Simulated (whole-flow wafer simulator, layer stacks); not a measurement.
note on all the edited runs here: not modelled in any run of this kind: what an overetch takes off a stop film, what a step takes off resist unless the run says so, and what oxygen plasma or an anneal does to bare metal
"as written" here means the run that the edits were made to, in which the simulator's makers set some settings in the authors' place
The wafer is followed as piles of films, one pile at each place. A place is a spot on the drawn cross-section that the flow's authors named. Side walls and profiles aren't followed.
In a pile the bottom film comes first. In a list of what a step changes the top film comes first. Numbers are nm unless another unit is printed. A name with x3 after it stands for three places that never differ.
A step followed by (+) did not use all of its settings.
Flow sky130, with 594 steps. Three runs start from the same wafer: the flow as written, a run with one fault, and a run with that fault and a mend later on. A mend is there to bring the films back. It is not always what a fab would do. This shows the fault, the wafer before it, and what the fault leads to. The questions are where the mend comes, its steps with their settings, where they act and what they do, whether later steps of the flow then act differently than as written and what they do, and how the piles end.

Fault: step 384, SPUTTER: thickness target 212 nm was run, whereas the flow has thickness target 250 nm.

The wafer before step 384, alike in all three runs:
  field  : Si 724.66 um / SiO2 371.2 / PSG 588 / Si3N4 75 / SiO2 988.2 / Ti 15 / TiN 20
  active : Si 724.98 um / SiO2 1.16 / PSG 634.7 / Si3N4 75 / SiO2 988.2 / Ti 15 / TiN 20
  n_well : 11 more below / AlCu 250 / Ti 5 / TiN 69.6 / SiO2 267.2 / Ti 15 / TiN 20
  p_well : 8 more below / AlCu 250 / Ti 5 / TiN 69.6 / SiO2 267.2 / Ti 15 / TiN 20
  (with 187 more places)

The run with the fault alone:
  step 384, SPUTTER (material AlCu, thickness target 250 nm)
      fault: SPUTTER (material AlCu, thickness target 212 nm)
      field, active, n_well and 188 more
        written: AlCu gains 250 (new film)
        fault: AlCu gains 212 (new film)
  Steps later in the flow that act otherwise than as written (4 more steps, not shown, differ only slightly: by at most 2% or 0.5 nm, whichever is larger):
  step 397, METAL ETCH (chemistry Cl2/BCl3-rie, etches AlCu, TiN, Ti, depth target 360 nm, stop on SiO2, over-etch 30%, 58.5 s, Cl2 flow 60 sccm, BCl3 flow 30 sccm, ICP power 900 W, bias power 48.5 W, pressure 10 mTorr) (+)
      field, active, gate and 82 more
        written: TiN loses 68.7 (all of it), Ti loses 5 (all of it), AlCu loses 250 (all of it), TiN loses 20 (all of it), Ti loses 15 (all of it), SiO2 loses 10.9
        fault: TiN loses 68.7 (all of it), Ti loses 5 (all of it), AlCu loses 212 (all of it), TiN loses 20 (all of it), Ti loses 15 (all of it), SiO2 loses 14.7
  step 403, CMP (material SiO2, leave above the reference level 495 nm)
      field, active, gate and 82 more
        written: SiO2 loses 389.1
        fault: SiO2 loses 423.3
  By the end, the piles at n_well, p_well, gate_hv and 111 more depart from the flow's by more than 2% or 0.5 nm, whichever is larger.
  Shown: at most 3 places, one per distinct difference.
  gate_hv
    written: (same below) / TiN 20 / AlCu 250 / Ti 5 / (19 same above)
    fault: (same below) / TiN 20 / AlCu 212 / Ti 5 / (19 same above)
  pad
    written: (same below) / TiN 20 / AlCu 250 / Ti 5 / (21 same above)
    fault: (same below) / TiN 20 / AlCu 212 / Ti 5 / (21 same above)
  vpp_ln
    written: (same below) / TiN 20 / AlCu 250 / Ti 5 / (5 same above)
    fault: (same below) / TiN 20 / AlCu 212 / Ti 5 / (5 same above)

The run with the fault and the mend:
  After step 384 comes the mend.
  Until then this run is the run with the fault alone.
  step 384a, SPUTTER (material AlCu, thickness target 38 nm) (the flow's step 384 again, with other settings)
      field, active, n_well and 188 more
        AlCu gains 38
  None of the later steps of the flow acts differently than as written at any place that is followed.
  The piles end the same as the flow's at every place that both follow.
